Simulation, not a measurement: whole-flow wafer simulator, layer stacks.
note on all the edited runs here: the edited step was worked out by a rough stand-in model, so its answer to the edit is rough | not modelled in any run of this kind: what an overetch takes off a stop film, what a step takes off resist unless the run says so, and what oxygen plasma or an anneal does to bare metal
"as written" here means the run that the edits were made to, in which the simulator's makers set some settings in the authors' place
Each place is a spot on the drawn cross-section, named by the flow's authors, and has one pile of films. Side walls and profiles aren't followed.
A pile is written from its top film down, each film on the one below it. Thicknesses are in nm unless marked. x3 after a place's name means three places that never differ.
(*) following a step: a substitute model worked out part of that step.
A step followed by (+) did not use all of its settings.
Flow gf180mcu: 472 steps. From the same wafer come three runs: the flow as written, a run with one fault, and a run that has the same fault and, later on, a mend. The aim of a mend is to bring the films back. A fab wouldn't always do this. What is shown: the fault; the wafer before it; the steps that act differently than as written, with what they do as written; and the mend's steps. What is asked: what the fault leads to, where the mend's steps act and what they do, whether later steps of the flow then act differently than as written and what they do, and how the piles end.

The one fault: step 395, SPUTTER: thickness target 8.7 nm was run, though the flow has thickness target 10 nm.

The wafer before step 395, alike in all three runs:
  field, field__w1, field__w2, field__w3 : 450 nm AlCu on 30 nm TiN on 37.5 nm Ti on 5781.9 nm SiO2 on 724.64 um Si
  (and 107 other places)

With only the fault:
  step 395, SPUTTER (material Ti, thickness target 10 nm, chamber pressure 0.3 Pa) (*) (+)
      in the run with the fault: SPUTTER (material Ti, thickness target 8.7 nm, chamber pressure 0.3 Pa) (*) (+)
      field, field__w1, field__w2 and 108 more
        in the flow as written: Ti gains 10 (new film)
        in the run with the fault: Ti gains 8.7 (new film)
  Steps later in the flow that act otherwise than as written (not shown: 2 more steps that differ only slightly, by at most 2% or 0.5 nm, whichever is larger):
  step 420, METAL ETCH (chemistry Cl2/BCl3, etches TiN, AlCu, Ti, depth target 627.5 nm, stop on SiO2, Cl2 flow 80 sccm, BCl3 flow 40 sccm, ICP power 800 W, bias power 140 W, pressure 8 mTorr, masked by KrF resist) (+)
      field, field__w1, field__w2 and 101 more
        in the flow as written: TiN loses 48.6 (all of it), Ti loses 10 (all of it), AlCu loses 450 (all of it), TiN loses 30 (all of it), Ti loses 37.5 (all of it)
        in the run with the fault: TiN loses 48.6 (all of it), Ti loses 8.7 (all of it), AlCu loses 450 (all of it), TiN loses 30 (all of it), Ti loses 37.5 (all of it)
  The piles end different from the flow's at field__w4, field__w8, contact, m1, m1__w1, mim, mim_1p0, m1_nw by more than 2% or 0.5 nm, whichever is larger.
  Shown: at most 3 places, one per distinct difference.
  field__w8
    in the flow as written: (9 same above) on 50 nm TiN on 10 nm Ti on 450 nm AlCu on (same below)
    in the run with the fault: (9 same above) on 50 nm TiN on 8.7 nm Ti on 450 nm AlCu on (same below)
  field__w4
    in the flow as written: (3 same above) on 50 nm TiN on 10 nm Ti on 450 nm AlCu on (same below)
    in the run with the fault: (3 same above) on 50 nm TiN on 8.7 nm Ti on 450 nm AlCu on (same below)
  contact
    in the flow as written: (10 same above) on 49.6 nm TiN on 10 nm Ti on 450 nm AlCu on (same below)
    in the run with the fault: (10 same above) on 49.6 nm TiN on 8.7 nm Ti on 450 nm AlCu on (same below)

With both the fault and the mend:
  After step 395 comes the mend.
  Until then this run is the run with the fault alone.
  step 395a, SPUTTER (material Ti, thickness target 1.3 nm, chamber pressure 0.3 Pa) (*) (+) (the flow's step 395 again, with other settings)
      field, field__w1, field__w2 and 108 more
        Ti gains 1.3
  None of the later steps of the flow acts differently than as written at any place that is followed.
  The piles end the same as the flow's at every place that both follow.
